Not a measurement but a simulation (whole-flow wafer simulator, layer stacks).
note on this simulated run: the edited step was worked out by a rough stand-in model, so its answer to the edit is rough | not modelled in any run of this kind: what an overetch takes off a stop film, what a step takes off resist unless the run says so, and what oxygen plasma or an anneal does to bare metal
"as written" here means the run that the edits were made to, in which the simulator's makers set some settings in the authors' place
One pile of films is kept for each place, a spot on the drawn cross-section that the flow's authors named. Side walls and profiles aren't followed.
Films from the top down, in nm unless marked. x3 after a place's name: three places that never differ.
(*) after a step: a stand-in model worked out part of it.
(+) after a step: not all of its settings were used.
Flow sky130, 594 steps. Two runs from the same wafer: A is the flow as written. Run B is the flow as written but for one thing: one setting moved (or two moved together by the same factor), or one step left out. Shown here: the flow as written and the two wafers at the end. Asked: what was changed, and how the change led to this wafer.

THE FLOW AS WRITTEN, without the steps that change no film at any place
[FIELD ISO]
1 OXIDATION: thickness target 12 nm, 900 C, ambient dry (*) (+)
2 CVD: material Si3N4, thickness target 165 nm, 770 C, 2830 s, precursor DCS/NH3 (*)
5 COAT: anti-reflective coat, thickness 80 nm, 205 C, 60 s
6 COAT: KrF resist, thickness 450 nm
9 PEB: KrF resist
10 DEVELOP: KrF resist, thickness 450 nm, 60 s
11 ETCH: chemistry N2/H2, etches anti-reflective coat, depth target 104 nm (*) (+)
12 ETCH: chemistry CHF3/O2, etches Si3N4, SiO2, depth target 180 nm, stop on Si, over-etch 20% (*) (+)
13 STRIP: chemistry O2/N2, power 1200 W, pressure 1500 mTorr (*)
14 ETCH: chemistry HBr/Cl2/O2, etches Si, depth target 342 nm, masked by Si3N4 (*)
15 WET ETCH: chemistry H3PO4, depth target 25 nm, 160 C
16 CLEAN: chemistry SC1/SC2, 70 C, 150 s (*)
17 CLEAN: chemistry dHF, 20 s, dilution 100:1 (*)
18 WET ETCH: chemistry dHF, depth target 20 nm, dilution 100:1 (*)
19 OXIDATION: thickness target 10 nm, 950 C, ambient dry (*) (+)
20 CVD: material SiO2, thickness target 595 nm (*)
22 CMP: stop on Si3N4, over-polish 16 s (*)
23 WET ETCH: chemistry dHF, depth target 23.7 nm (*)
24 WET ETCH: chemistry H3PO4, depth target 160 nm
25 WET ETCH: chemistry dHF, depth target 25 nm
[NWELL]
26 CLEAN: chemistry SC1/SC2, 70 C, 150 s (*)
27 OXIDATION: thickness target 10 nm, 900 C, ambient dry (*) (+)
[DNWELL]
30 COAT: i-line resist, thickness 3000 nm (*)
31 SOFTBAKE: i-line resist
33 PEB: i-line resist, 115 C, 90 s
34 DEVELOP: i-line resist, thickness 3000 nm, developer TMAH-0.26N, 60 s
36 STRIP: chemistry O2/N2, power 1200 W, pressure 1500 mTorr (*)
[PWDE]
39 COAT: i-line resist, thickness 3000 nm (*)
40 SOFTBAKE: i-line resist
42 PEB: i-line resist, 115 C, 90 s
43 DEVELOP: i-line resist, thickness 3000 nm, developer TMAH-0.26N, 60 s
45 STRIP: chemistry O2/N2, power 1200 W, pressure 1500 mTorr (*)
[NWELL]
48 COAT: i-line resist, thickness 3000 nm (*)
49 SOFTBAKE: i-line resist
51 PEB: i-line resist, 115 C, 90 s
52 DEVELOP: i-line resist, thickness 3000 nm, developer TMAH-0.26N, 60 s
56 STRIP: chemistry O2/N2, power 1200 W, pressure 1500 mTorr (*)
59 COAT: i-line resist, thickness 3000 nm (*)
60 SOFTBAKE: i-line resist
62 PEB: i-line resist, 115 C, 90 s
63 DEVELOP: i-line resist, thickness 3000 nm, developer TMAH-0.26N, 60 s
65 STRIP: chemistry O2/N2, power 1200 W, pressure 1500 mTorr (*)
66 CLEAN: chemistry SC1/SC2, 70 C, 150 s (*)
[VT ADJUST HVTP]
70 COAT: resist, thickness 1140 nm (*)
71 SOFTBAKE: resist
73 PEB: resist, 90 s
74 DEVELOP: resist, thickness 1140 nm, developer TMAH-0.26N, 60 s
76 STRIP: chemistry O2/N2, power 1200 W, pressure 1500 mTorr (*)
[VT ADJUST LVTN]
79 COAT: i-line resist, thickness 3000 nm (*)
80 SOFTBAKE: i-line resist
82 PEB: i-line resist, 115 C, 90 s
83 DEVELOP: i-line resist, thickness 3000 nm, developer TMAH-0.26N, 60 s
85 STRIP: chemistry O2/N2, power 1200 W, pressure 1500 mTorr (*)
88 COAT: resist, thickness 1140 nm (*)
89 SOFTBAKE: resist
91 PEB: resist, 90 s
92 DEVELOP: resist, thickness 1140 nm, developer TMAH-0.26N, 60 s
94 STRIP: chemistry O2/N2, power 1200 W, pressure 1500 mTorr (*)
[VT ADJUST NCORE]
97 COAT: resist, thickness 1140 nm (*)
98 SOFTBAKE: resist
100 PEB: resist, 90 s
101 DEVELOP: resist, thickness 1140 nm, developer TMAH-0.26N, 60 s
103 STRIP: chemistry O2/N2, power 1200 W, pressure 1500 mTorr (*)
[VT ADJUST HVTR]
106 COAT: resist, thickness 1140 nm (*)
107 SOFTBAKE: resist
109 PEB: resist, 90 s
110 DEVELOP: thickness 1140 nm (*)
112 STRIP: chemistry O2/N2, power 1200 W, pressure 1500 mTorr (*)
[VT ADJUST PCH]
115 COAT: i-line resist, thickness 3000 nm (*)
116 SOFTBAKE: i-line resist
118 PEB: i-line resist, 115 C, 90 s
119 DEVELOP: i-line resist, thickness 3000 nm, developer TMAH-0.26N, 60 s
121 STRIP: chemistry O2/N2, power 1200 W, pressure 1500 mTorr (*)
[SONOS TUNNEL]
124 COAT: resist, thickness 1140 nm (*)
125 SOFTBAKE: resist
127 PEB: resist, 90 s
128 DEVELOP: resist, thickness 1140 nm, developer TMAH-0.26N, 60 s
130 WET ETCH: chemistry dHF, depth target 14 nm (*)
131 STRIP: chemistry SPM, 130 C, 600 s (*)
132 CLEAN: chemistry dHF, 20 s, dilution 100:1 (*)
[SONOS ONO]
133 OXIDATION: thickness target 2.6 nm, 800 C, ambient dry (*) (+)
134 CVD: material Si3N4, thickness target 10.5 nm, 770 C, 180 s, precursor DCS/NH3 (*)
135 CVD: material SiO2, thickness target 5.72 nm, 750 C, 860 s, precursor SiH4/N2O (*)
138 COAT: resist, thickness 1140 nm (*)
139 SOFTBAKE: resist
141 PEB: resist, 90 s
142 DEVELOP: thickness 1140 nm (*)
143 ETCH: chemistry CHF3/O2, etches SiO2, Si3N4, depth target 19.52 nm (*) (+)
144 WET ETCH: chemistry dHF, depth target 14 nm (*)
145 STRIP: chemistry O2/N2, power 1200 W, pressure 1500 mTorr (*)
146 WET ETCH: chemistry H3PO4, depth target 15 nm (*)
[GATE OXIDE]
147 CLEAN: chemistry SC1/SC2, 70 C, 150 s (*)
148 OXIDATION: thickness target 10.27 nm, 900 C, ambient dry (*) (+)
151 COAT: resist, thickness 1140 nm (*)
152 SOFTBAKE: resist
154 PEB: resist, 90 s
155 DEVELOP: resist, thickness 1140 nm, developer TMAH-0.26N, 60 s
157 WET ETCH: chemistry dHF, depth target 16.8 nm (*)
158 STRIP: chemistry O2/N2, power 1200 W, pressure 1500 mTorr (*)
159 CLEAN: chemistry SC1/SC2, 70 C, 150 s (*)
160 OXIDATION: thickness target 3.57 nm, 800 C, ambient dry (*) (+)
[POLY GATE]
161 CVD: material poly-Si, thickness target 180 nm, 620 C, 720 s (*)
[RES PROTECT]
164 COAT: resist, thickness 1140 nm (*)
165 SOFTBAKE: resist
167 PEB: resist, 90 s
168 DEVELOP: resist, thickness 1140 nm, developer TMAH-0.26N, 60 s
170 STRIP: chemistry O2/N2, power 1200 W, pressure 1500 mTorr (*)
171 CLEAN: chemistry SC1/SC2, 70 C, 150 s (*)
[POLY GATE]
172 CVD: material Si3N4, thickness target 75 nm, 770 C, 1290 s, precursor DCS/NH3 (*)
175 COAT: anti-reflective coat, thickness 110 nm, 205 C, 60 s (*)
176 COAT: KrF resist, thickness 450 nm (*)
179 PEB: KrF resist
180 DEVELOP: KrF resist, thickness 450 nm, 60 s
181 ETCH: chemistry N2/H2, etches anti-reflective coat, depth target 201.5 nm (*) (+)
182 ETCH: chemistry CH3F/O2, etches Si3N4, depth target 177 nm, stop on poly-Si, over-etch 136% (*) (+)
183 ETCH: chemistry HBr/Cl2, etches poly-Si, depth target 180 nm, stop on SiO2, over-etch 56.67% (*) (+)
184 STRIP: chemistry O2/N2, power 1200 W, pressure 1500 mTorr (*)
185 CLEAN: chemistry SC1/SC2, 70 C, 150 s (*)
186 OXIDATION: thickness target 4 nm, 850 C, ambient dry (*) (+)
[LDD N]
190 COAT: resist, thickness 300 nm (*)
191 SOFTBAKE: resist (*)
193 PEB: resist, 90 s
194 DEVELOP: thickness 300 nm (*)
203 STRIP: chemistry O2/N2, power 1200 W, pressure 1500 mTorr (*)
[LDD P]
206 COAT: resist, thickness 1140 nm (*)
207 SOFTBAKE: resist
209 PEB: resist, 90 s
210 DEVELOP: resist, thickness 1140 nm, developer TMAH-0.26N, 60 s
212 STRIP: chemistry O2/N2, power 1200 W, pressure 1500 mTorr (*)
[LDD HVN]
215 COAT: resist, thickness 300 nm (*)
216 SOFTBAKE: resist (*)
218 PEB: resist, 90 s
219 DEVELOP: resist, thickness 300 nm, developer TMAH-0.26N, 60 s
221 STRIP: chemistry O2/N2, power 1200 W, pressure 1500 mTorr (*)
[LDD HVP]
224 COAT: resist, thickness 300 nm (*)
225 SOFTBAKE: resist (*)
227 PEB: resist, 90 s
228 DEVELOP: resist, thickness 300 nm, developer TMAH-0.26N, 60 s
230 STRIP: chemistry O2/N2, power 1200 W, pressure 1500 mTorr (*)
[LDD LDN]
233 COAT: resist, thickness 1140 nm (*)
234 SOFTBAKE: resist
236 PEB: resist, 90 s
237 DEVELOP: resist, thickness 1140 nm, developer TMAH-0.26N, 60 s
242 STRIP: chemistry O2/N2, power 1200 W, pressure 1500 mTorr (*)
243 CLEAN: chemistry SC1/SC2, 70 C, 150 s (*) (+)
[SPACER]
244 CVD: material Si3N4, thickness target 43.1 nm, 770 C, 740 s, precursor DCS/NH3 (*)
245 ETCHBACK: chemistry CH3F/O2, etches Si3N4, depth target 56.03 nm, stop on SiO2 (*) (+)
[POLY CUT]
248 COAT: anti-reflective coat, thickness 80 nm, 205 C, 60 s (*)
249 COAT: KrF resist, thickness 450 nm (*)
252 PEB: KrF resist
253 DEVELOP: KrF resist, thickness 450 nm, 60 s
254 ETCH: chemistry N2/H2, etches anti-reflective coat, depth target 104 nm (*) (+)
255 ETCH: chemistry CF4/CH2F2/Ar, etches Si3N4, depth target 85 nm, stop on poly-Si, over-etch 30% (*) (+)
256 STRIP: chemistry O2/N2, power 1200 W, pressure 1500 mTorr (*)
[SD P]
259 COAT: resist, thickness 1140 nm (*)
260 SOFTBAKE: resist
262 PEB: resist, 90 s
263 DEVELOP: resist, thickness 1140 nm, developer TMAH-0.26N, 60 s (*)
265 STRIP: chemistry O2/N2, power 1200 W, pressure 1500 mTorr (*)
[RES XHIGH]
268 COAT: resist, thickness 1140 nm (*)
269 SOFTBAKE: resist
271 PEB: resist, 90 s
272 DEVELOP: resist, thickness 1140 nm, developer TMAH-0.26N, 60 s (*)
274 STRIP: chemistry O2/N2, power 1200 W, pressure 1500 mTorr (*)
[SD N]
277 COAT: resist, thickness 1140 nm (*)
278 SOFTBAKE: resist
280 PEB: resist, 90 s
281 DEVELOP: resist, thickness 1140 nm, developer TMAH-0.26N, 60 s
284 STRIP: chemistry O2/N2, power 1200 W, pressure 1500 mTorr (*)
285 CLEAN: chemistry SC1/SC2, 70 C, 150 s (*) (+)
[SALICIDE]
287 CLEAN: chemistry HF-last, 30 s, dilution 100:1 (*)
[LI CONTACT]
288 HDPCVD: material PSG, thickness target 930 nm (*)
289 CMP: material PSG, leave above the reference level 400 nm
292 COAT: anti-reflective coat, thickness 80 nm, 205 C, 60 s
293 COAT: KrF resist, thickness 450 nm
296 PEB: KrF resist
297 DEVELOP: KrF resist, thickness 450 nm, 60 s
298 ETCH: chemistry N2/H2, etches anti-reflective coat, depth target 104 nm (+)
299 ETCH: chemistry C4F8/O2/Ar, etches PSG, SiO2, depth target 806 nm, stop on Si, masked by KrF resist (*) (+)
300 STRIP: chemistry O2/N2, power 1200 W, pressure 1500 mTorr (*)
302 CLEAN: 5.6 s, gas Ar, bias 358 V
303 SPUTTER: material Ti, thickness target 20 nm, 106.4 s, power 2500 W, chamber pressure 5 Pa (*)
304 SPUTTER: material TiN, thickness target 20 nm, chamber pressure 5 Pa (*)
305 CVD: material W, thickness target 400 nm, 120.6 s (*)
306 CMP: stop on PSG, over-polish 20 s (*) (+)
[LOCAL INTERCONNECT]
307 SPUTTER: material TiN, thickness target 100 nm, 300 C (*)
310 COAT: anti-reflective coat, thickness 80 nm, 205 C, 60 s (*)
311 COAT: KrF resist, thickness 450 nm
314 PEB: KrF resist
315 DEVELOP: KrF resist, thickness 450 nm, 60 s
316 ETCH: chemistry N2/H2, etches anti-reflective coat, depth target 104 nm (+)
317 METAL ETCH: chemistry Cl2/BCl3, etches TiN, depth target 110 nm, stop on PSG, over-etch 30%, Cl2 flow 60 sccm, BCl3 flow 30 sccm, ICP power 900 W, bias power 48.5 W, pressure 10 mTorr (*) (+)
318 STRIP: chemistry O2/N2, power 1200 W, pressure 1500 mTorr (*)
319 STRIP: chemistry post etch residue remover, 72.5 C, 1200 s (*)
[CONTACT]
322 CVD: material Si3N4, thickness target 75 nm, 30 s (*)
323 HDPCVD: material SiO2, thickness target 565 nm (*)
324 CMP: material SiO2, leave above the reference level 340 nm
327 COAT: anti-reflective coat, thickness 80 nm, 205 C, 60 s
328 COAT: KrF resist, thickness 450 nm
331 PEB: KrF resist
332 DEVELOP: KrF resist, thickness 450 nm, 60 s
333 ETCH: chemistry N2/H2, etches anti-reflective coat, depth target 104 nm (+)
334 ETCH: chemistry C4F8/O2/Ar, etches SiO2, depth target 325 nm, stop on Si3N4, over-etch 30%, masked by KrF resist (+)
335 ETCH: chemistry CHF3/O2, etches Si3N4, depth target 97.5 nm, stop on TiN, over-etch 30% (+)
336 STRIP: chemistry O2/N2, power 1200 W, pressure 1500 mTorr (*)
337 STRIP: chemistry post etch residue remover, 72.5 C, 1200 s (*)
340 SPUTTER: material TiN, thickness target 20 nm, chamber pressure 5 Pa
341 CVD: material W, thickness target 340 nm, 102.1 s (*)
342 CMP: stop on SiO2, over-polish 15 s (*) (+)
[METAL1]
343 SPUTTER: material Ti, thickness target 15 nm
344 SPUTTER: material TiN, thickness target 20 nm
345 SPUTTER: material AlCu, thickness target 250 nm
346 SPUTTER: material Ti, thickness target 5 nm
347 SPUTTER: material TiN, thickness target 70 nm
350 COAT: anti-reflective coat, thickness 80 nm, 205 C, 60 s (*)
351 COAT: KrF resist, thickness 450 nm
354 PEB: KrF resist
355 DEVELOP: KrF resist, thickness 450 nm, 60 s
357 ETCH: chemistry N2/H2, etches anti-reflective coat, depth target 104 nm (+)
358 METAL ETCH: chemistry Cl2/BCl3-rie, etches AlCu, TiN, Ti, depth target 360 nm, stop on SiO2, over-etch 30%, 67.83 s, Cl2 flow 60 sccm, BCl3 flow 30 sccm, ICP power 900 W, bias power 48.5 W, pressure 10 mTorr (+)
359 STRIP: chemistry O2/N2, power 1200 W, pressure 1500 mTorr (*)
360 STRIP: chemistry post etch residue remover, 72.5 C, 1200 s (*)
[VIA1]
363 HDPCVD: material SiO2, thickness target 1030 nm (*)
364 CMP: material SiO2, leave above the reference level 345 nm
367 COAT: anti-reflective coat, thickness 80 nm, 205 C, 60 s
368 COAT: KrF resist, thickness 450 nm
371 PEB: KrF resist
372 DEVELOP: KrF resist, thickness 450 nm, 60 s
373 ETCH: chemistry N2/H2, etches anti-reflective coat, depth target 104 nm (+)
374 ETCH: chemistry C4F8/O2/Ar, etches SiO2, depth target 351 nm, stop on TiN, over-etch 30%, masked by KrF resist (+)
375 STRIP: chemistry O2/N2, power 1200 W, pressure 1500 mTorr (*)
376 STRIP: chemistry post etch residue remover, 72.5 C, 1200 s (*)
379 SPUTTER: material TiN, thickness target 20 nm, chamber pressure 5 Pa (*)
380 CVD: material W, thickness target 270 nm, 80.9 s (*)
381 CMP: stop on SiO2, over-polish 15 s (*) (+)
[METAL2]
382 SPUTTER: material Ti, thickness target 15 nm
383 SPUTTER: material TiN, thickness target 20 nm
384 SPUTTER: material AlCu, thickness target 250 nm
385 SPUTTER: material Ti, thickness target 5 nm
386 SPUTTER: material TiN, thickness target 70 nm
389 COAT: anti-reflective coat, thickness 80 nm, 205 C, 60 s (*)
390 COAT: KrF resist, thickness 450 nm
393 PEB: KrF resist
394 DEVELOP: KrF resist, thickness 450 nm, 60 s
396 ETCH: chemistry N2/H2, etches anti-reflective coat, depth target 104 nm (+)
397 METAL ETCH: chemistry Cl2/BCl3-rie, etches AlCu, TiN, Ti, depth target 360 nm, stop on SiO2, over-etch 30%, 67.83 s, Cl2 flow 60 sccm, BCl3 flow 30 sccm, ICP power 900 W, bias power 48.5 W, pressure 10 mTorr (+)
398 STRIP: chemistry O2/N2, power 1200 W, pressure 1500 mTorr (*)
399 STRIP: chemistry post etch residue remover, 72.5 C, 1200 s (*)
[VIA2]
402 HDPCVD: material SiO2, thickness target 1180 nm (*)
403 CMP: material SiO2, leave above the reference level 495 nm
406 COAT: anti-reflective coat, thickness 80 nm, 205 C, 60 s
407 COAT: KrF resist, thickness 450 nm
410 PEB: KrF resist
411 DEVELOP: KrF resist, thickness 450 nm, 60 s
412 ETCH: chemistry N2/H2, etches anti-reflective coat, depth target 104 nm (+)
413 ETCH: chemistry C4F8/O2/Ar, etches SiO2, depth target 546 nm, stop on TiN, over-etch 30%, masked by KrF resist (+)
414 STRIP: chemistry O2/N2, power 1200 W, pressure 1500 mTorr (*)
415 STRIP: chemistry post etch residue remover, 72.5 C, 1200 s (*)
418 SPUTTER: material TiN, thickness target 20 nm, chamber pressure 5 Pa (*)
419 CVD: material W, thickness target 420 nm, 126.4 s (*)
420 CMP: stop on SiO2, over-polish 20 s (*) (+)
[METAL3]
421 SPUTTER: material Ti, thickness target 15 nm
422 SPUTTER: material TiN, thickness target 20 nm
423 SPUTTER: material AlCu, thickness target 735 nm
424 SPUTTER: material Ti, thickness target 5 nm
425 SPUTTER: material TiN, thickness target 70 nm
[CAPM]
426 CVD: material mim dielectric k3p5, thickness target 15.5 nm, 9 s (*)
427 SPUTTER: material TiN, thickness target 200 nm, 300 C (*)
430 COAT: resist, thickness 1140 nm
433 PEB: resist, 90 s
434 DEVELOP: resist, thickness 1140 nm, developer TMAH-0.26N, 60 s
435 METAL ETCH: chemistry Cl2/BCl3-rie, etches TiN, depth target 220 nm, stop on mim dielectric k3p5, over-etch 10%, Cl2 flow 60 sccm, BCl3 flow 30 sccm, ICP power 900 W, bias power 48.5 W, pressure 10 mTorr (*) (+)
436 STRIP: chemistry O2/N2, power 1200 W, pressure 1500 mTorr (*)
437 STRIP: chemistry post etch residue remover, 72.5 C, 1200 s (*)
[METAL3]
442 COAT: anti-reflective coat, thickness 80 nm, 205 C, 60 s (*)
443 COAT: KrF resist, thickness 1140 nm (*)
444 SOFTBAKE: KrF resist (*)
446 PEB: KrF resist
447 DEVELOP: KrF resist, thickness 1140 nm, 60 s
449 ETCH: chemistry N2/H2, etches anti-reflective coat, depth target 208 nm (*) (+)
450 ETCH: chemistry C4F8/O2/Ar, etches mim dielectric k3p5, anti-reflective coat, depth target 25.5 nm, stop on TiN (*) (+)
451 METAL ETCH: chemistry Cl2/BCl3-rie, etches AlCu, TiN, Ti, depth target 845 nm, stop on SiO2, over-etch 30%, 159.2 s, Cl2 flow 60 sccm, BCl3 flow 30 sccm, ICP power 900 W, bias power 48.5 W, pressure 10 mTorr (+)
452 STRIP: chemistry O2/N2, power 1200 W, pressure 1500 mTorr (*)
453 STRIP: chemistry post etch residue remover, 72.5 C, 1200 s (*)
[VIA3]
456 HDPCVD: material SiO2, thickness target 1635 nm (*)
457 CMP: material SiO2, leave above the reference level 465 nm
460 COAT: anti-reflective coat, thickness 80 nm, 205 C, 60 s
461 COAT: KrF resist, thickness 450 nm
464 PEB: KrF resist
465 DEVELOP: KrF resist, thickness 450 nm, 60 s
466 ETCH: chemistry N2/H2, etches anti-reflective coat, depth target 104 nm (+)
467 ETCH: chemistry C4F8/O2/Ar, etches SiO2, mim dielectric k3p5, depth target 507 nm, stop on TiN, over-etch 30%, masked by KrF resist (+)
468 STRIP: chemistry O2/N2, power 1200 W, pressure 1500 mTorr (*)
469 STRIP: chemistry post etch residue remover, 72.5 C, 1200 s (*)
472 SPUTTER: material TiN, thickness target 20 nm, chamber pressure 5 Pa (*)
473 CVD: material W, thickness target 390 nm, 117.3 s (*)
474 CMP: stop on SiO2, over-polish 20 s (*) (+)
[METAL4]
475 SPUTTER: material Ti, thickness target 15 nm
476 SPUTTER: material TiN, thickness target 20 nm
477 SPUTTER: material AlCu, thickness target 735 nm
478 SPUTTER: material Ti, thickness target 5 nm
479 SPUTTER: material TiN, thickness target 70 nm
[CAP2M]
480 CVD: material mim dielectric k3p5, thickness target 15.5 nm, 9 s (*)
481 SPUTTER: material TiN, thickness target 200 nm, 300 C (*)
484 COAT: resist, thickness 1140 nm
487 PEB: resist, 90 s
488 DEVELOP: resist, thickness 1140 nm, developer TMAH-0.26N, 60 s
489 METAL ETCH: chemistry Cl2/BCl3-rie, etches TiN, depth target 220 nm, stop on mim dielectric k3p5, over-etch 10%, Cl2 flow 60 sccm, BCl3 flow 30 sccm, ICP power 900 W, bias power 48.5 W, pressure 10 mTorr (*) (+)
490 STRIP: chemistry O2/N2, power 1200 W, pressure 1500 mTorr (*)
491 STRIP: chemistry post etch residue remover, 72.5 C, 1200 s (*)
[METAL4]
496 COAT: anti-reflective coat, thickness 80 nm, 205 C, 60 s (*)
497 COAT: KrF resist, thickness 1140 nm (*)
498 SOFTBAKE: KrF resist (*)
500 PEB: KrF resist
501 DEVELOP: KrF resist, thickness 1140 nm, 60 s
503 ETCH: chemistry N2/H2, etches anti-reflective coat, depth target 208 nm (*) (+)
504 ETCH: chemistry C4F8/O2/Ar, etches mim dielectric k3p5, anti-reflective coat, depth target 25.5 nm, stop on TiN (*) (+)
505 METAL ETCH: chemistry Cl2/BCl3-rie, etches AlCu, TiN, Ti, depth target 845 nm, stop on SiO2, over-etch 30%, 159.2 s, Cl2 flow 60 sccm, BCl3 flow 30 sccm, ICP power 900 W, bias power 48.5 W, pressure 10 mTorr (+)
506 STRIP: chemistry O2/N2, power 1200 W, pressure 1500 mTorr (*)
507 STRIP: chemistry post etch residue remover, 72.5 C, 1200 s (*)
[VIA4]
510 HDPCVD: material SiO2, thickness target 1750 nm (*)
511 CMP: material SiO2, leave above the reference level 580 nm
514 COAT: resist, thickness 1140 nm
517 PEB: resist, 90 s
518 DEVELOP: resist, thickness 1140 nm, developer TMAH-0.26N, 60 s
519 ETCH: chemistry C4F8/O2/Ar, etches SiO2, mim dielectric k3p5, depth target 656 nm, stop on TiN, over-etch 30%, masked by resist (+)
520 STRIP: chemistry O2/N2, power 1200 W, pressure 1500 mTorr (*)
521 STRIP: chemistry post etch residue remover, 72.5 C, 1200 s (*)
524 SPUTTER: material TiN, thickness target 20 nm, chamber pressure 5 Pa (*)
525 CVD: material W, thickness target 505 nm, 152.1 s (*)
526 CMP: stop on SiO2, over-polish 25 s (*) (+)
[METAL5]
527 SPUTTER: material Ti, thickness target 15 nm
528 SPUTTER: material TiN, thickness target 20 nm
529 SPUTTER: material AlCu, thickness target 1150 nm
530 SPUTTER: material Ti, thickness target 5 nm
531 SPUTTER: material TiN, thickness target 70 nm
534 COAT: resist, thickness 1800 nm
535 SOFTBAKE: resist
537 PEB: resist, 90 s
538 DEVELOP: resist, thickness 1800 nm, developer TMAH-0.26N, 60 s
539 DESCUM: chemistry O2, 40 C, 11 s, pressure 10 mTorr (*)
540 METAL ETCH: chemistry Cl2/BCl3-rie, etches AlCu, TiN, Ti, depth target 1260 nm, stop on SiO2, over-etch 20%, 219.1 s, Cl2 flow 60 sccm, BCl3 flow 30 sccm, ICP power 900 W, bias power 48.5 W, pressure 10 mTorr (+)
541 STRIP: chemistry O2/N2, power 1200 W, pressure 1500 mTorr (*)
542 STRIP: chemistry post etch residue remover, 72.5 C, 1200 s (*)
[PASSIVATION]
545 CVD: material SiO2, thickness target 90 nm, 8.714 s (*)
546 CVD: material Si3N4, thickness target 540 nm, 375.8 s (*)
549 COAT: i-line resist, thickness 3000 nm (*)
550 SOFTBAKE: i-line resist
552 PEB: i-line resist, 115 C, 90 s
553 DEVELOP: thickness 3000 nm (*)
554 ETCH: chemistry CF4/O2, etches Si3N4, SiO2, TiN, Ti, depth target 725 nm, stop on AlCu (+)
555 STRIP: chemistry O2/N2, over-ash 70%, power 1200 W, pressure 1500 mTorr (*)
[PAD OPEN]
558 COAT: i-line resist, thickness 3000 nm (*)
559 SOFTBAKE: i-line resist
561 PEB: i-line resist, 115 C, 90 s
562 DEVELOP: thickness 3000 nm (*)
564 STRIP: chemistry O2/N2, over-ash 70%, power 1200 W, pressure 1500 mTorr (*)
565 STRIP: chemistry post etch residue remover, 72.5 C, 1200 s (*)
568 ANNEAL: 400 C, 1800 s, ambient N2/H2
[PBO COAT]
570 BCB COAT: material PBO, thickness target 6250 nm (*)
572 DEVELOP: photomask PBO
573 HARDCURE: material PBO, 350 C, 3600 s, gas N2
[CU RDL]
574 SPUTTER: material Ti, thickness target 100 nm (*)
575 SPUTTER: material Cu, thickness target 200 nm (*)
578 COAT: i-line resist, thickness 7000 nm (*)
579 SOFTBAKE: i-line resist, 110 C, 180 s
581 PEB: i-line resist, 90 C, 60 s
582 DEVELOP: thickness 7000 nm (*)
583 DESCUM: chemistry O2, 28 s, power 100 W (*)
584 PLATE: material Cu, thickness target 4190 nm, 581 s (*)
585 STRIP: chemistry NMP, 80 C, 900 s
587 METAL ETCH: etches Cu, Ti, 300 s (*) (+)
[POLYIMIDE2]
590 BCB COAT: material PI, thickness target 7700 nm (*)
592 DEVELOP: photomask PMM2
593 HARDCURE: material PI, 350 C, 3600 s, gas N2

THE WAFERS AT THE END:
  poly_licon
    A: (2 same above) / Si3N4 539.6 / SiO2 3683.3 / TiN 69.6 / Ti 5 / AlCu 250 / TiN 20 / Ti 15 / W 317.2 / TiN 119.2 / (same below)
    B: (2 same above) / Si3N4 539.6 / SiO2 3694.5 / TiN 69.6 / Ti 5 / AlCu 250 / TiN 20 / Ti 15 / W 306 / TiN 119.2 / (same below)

The cause: step 341, CVD: thickness target 306 nm was run, where the flow has thickness target 340 nm.

How the change led to this, step by step:
  341 CVD: material W, thickness target 340 nm, 102.1 s (*)
      field, active, n_well and 185 more: A W +340 (new film) | B W +306 (new film)
      ndiff_licon, ndiff_licon_cpp, rpo_hd_licon: A W +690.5 (new film) | B W +656.5 (new film)
  342 CMP: stop on SiO2, over-polish 15 s (*) (+)
      poly_licon: A W -22.8 | B nothing
      field, active, n_well and 184 more: A W -340 (all of it), TiN -20 (all of it), SiO2 -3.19 | B W -306 (all of it), TiN -20 (all of it), SiO2 -3.19
      (and at 3 more places)
  350 COAT: anti-reflective coat, thickness 80 nm, 205 C, 60 s (*)
      poly_licon: A anti-reflective coat +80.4 (new film) | B anti-reflective coat +91.7 (new film)
  359 STRIP: chemistry O2/N2, power 1200 W, pressure 1500 mTorr (*)
      poly_licon: A KrF resist -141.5 (all of it), anti-reflective coat -80.4 (all of it) | B KrF resist -141.5 (all of it), anti-reflective coat -91.7 (all of it)
